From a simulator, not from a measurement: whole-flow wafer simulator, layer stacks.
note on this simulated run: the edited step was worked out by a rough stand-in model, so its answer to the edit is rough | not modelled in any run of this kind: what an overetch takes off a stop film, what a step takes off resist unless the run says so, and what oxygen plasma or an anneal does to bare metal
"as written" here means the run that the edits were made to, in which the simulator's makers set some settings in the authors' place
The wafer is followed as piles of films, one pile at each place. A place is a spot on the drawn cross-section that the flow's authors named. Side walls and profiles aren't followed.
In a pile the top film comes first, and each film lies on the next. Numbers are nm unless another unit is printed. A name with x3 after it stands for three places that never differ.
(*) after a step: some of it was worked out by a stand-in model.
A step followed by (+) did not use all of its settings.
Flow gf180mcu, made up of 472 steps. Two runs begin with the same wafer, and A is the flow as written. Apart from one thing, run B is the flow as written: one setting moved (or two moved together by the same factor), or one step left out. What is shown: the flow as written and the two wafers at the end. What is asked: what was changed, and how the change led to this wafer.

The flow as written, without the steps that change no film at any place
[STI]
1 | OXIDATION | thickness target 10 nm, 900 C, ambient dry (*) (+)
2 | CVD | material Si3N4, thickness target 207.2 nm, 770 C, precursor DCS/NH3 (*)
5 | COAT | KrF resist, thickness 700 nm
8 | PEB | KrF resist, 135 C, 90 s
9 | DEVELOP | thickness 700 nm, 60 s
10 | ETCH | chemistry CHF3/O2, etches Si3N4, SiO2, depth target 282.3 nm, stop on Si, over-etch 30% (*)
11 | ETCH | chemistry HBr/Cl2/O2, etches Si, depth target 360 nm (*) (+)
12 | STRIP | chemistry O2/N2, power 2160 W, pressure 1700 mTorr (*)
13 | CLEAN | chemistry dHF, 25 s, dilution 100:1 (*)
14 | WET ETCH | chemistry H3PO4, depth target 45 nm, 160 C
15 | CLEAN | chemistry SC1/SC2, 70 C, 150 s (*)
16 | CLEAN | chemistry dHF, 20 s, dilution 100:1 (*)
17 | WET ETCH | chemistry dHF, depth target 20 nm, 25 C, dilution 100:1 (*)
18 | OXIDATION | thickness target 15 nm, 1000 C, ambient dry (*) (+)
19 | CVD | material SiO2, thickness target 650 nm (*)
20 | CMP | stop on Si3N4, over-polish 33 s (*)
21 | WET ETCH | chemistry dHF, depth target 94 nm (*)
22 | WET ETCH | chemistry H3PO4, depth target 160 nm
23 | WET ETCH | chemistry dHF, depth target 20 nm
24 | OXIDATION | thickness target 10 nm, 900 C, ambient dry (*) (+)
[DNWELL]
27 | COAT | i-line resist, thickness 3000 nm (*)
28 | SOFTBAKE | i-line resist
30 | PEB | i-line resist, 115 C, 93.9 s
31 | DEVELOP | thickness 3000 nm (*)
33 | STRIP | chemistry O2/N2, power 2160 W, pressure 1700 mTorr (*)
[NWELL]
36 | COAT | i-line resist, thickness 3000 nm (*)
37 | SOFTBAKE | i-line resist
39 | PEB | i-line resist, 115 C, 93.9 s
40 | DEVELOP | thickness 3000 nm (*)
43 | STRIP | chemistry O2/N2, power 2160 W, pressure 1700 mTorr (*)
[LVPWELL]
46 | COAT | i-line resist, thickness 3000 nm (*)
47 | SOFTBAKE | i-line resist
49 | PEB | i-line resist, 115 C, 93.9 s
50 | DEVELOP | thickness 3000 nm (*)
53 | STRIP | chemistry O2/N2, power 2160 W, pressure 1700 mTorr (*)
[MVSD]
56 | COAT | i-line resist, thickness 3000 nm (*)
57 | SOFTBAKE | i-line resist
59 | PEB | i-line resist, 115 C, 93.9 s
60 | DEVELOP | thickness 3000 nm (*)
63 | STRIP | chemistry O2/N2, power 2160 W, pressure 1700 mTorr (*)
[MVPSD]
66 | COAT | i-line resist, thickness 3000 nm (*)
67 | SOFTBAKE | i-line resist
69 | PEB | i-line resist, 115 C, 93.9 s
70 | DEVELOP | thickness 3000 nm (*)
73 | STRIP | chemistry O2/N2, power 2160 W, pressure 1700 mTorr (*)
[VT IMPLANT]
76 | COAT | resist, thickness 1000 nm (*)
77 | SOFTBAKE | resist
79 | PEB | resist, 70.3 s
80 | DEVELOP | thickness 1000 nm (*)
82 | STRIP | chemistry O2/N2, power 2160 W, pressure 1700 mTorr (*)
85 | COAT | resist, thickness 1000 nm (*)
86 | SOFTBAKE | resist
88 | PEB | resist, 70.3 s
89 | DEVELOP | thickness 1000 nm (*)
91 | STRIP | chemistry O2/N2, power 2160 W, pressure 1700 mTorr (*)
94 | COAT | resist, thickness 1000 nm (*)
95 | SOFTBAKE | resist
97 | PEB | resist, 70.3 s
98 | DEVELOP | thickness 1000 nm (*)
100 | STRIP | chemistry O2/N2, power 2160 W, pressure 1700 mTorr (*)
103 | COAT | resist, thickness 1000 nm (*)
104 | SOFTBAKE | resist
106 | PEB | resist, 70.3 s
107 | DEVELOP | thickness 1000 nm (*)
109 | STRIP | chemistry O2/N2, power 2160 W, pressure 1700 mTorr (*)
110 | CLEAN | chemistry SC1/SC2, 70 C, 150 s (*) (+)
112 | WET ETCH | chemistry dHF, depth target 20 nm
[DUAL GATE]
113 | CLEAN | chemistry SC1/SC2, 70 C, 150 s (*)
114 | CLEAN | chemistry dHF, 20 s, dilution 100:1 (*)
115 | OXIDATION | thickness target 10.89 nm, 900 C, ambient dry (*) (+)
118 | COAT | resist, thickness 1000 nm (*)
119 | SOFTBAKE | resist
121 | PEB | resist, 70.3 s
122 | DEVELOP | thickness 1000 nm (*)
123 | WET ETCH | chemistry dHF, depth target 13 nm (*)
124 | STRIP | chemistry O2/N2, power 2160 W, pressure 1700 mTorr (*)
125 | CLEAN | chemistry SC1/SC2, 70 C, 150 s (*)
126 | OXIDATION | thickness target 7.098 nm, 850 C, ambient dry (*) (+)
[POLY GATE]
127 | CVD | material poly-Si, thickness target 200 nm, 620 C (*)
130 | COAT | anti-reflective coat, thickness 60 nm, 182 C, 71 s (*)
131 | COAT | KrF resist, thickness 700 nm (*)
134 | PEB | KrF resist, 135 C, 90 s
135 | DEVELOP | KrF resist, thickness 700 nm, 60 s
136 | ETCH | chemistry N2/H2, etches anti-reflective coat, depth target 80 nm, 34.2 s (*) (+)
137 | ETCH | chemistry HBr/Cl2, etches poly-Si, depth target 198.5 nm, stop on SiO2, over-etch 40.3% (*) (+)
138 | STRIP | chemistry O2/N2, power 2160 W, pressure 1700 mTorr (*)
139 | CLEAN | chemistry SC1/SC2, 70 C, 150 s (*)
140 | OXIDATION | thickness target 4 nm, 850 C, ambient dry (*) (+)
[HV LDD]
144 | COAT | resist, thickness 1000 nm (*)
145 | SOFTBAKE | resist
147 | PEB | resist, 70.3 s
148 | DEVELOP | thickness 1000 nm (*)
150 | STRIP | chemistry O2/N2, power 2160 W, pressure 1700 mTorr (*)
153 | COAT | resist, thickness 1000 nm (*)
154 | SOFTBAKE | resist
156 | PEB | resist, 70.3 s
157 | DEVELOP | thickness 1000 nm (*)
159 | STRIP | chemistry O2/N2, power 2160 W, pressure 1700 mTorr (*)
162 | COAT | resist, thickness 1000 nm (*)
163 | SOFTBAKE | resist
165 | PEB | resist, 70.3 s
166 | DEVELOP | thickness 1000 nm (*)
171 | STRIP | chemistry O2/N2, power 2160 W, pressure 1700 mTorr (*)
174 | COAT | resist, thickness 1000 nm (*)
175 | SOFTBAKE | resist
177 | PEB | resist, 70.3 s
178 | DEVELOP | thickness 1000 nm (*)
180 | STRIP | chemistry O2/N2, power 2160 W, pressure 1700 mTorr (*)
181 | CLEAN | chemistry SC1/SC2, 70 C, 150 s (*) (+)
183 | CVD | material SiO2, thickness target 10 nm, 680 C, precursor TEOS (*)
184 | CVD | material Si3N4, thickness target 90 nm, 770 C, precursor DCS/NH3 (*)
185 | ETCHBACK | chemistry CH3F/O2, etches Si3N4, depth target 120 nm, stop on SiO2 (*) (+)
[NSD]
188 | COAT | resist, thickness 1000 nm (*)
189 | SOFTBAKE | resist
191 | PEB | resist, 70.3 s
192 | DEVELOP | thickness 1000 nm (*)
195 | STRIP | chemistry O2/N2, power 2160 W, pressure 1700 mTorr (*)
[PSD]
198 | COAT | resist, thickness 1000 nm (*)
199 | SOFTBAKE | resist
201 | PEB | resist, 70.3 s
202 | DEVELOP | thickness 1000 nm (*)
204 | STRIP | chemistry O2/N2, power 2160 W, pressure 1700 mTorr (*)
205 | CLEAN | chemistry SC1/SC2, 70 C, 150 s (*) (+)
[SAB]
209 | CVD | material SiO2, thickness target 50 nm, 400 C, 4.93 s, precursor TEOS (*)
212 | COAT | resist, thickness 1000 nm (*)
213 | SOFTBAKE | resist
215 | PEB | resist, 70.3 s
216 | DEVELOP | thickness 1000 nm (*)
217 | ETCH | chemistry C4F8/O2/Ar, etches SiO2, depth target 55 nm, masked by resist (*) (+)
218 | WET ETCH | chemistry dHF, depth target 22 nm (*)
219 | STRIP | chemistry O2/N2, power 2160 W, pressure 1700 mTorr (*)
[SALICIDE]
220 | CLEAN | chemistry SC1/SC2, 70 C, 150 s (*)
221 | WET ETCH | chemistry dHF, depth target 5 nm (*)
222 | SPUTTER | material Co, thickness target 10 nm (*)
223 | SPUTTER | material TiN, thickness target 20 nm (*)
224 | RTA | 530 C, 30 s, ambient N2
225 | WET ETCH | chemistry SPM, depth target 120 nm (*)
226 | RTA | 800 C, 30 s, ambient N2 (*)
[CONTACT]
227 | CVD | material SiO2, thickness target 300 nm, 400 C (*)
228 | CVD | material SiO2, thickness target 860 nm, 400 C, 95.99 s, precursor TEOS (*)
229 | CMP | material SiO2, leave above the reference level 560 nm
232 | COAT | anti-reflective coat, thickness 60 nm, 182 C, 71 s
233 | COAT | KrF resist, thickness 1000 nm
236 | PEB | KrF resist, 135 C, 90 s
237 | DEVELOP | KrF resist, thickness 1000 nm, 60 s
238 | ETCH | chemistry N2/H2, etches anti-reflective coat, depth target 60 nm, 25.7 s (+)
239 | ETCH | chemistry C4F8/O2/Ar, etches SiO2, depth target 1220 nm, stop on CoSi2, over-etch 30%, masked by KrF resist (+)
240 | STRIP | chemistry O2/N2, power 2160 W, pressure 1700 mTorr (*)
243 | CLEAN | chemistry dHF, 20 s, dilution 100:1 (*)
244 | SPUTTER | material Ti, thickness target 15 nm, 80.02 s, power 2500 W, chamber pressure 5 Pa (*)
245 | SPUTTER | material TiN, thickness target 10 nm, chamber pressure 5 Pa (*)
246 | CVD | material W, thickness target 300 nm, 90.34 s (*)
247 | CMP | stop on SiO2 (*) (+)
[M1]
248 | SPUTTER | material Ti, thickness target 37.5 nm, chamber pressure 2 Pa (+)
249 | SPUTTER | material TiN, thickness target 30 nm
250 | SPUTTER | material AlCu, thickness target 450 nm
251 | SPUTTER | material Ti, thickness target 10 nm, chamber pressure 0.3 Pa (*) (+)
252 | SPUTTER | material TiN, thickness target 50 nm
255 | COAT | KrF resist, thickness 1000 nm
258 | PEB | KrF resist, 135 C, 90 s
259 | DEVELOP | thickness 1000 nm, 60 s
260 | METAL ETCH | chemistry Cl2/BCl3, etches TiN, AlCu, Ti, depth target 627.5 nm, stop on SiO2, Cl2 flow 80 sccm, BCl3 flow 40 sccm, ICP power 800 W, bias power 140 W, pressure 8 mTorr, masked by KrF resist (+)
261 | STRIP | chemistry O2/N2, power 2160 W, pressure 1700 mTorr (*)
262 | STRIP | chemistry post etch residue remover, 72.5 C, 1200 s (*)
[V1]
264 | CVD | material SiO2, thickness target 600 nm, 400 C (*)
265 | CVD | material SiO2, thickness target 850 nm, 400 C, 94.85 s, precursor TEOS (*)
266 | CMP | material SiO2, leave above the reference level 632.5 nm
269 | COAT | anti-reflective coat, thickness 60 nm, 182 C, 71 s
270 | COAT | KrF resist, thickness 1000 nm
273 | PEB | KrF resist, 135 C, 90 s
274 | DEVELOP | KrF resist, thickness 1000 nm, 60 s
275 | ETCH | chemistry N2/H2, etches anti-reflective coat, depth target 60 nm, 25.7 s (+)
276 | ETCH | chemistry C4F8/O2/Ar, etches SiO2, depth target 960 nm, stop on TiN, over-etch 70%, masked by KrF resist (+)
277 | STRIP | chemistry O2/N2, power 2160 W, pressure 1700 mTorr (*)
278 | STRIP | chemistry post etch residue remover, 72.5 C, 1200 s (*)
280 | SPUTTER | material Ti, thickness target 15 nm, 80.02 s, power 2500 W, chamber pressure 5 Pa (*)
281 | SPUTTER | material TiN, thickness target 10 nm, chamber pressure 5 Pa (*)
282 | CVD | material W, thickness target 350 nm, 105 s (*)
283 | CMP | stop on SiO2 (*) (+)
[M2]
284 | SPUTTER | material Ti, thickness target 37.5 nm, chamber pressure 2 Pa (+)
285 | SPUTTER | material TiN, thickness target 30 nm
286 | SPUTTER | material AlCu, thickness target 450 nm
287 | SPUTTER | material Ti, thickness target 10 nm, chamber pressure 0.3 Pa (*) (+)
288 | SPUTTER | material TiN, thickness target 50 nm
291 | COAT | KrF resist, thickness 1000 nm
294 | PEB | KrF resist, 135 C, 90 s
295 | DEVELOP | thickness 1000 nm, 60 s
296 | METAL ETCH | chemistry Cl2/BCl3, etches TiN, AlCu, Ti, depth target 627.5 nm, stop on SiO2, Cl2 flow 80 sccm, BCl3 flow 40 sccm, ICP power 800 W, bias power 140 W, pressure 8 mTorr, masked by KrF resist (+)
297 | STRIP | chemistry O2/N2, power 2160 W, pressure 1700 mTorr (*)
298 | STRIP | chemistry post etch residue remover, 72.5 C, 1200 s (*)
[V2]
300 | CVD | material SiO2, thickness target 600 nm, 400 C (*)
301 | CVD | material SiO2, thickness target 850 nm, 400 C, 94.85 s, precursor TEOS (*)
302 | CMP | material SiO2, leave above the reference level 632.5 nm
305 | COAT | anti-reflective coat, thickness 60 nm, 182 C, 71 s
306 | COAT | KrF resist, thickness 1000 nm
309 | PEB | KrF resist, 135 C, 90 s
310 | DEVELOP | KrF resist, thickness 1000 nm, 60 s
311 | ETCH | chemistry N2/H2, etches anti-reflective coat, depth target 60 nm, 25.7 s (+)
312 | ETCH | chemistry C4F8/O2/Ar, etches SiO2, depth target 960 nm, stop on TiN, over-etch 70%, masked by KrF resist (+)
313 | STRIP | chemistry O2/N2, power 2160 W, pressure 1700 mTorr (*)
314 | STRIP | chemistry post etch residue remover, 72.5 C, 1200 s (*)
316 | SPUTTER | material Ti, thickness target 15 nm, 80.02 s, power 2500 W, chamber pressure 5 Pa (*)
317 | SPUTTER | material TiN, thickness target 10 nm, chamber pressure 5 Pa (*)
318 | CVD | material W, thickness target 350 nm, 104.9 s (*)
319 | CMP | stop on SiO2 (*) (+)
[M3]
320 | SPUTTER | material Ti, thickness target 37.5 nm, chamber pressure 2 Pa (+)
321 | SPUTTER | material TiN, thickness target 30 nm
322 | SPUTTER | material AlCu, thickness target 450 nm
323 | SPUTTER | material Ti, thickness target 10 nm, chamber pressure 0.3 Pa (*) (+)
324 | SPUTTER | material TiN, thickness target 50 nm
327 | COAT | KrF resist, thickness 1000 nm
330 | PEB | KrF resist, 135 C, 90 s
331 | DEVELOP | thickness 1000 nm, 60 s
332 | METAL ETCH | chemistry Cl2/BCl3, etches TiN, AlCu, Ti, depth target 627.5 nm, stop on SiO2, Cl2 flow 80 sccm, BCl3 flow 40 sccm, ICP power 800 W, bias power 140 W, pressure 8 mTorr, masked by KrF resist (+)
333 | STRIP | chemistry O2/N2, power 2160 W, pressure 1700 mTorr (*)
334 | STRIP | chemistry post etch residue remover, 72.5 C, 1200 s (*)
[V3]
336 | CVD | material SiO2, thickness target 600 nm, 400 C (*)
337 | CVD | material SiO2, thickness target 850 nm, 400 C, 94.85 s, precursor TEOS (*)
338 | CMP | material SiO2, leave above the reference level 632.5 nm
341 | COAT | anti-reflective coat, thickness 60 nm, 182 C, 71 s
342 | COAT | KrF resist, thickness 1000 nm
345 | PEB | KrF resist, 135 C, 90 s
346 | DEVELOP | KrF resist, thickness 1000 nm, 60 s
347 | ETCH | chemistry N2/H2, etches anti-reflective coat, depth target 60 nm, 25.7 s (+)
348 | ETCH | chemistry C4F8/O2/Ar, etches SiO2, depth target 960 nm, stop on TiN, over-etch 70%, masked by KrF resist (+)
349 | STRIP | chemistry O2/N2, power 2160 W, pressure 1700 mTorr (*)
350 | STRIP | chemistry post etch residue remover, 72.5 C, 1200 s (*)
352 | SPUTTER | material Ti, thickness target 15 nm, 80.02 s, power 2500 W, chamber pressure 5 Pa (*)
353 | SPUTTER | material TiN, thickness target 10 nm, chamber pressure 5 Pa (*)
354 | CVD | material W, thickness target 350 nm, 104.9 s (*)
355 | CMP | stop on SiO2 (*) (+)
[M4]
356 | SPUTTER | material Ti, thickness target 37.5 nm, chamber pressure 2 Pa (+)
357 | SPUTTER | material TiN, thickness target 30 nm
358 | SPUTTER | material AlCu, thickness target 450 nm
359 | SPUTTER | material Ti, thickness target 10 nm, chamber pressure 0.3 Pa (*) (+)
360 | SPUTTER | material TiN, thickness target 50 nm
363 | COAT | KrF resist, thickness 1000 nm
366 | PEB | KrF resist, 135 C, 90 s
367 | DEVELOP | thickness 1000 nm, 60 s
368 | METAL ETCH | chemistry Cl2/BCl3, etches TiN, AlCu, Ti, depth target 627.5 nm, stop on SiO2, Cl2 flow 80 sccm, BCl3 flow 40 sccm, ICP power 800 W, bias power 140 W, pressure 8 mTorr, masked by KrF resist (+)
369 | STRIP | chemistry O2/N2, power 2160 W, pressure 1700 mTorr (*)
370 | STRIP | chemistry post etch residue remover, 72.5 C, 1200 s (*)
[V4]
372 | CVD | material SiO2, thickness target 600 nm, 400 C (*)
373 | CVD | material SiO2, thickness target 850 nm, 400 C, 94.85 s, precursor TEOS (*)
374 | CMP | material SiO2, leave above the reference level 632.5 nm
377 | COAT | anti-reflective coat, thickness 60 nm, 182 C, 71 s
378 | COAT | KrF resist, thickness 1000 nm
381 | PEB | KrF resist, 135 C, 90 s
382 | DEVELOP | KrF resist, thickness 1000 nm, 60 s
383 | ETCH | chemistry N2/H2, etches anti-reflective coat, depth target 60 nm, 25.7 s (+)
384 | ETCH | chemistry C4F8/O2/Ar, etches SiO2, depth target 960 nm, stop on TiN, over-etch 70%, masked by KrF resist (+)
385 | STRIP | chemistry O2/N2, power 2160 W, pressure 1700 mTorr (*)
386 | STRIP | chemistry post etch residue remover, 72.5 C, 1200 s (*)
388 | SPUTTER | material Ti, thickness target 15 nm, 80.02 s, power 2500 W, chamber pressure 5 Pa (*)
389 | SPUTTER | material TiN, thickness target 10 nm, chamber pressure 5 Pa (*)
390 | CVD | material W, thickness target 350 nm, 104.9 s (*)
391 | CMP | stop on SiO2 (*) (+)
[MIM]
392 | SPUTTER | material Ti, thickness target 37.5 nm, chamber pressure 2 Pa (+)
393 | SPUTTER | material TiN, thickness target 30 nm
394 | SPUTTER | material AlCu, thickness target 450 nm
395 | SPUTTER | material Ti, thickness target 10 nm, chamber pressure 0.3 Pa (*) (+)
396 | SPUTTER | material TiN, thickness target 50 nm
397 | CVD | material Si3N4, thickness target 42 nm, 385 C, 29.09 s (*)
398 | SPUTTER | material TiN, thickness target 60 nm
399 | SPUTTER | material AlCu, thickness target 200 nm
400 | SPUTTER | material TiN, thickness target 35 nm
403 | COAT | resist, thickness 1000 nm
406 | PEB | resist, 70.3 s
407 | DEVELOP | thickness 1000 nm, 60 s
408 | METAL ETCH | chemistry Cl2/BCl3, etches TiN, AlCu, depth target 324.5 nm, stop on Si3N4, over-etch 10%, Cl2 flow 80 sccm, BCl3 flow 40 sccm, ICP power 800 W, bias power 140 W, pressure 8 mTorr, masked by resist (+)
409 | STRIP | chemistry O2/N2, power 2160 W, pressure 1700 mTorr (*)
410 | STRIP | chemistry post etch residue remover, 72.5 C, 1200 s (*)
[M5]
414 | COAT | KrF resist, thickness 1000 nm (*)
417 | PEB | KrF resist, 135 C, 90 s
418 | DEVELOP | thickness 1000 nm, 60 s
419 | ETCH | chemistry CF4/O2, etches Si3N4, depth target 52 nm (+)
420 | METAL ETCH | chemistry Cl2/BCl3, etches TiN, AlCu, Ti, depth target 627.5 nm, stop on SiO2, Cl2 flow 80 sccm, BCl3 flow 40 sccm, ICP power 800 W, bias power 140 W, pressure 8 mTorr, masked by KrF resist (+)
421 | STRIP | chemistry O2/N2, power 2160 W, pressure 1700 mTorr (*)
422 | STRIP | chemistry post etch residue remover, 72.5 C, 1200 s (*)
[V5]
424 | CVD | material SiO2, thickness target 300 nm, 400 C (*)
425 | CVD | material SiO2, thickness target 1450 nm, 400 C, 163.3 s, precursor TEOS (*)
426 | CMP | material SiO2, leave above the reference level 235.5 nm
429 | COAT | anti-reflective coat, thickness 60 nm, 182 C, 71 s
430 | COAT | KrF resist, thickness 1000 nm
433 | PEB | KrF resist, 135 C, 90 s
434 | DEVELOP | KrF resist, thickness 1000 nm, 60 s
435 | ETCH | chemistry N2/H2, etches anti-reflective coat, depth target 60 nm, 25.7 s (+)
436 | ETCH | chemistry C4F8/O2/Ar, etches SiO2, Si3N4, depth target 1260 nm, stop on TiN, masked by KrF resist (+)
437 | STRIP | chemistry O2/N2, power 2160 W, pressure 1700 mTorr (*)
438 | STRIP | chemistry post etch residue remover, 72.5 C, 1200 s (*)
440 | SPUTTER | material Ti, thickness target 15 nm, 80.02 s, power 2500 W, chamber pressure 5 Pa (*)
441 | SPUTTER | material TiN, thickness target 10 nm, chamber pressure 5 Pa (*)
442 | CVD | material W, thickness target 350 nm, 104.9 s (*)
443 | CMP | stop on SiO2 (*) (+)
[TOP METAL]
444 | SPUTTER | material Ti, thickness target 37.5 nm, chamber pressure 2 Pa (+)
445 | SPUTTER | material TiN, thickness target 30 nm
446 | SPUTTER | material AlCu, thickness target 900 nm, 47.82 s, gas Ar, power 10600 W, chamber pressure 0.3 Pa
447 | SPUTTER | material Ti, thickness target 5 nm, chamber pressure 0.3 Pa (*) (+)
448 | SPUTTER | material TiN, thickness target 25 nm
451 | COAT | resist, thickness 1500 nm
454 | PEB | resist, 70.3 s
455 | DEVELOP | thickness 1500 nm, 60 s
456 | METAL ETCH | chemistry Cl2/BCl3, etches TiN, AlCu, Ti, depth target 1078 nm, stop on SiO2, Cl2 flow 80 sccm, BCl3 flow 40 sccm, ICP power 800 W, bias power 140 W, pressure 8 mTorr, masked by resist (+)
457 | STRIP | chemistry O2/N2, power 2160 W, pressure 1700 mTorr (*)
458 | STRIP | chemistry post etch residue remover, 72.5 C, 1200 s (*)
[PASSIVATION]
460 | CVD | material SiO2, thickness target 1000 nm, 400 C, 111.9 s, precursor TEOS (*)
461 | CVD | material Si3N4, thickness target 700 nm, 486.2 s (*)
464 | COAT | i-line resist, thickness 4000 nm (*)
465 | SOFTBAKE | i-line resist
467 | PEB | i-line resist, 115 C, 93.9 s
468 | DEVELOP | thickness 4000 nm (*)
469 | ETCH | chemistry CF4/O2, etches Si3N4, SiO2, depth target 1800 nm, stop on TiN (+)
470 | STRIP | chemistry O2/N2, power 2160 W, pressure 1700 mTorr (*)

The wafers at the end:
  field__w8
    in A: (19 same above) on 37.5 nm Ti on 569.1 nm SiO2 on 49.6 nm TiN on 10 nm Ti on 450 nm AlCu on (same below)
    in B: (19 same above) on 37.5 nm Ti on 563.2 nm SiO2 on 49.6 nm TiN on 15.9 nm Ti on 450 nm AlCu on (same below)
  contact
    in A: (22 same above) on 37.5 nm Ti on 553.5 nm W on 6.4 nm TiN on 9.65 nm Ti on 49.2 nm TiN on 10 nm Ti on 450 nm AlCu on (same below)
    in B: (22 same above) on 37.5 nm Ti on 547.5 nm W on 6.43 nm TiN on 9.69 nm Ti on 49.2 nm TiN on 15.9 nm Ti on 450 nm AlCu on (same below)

Cause: step 323, SPUTTER: thickness target 15.9 nm was run, though the flow has thickness target 10 nm.
The wafer lets one read it off: field__w8 has Ti 15.9, and step 323 as written asks for 10 nm.

Step by step, how the change led to this:
  323 | SPUTTER | material Ti, thickness target 10 nm, chamber pressure 0.3 Pa (*) (+)
      field, field__w1, field__w2 and 108 more: A Ti gains 10 (new film) | B Ti gains 15.9 (new film)
  332 | METAL ETCH | chemistry Cl2/BCl3, etches TiN, AlCu, Ti, depth target 627.5 nm, stop on SiO2, Cl2 flow 80 sccm, BCl3 flow 40 sccm, ICP power 800 W, bias power 140 W, pressure 8 mTorr, masked by KrF resist (+)
      field, field__w1, field__w2 and 103 more: A TiN loses 50 (all of it), Ti loses 10 (all of it), AlCu loses 450 (all of it), TiN loses 30 (all of it), Ti loses 37.5 (all of it) | B TiN loses 50 (all of it), Ti loses 15.9 (all of it), AlCu loses 450 (all of it), TiN loses 30 (all of it), Ti loses 37.5 (all of it)
